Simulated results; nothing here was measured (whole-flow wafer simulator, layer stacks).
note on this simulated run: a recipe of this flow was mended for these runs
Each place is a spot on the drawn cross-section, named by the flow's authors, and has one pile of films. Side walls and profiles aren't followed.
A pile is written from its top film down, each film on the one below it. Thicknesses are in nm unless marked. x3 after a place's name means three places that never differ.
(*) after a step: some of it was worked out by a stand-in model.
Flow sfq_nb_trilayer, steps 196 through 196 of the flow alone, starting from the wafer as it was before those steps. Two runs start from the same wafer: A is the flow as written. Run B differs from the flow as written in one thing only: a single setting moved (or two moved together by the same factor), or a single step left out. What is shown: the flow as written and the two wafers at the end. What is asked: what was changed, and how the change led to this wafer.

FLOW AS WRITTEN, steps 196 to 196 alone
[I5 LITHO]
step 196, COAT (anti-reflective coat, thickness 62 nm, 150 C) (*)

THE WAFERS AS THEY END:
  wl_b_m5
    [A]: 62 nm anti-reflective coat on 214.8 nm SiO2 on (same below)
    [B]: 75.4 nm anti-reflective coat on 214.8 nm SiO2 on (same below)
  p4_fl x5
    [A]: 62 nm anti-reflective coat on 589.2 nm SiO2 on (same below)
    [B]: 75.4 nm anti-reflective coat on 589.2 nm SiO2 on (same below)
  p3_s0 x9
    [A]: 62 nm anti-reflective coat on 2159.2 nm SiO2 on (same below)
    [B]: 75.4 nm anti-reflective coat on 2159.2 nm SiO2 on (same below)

Cause: step 196, COAT: thickness 75.4 nm was run, while the flow as written has thickness 62 nm.
The wafer lets one read it off: wl_b_m5 has anti-reflective coat 75.4, and step 196 as written asks for 62 nm.

How this came from the change, step by step:
  step 196, COAT (anti-reflective coat, thickness 62 nm, 150 C) (*)
      p4_fl x5, p4_w1 x9, p3_s0 x9 and 41 more: A anti-reflective coat gains 62 (new film) | B anti-reflective coat gains 75.4 (new film)
      via_wl, via_w, via_wr, via_sp, l0_sur, l0v: A anti-reflective coat gains 62.3 (new film) | B anti-reflective coat gains 75.7 (new film)
      (also at 36 further places)
